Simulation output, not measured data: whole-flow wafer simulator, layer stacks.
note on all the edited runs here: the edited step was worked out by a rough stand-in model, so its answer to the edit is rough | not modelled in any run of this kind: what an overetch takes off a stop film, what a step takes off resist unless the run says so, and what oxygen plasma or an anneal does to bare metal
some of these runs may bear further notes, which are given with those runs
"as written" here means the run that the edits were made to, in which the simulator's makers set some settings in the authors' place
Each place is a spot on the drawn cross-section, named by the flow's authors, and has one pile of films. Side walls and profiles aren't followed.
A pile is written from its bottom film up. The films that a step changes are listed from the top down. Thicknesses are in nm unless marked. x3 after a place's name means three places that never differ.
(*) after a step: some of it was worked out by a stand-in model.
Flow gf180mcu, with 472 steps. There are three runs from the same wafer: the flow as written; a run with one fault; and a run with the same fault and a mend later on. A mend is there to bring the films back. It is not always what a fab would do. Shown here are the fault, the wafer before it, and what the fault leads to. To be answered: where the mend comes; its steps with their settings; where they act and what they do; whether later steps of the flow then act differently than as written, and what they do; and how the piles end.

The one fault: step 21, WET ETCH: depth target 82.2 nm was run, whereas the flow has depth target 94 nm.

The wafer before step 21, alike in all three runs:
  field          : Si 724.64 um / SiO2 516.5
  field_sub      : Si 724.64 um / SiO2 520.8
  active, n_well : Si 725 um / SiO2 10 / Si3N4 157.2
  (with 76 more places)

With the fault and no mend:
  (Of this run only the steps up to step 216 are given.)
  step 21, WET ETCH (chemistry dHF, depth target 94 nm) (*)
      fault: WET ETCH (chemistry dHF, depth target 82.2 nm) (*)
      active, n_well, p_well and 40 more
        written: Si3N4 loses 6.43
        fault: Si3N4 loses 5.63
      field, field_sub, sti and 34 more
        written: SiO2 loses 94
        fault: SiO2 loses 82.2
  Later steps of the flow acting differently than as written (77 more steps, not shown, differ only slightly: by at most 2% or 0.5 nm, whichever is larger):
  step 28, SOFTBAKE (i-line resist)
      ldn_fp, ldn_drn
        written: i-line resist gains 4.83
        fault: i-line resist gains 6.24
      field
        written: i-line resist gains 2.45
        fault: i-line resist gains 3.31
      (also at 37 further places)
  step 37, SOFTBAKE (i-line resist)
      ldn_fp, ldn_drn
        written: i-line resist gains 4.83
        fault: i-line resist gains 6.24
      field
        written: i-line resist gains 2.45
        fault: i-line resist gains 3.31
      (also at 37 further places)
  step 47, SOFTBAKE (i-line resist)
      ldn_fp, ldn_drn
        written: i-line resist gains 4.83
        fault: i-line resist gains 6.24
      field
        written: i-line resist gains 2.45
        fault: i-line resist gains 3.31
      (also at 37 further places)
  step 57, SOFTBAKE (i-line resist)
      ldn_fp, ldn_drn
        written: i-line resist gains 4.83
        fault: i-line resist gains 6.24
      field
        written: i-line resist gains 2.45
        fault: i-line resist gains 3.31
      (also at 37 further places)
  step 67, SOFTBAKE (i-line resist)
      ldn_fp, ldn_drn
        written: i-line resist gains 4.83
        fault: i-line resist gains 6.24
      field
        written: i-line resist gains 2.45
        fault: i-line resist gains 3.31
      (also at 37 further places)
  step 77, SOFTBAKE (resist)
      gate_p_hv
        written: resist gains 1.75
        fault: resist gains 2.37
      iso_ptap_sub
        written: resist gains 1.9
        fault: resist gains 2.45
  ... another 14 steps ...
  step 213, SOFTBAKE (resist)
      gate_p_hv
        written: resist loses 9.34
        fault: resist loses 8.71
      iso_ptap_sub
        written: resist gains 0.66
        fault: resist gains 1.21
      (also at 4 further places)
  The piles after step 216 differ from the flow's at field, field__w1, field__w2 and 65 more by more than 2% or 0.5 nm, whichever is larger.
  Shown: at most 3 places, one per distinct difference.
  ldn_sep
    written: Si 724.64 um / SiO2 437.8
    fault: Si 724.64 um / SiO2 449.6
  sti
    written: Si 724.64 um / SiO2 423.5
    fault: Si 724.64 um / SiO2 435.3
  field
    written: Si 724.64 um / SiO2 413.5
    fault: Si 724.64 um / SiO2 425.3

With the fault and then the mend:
  The mend follows step 21.
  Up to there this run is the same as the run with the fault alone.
  step 21a, WET ETCH (chemistry dHF, depth target 11.8 nm) (a further turn of the flow's step 21, with different settings)
      field, field_sub, sti and 34 more
        SiO2 loses 11.8
  Every later step of the flow that is run acts as written, at every place that is followed, to within 2% or 0.5 nm, whichever is larger.
  At every place that both follow, the piles at the end match the flow's.
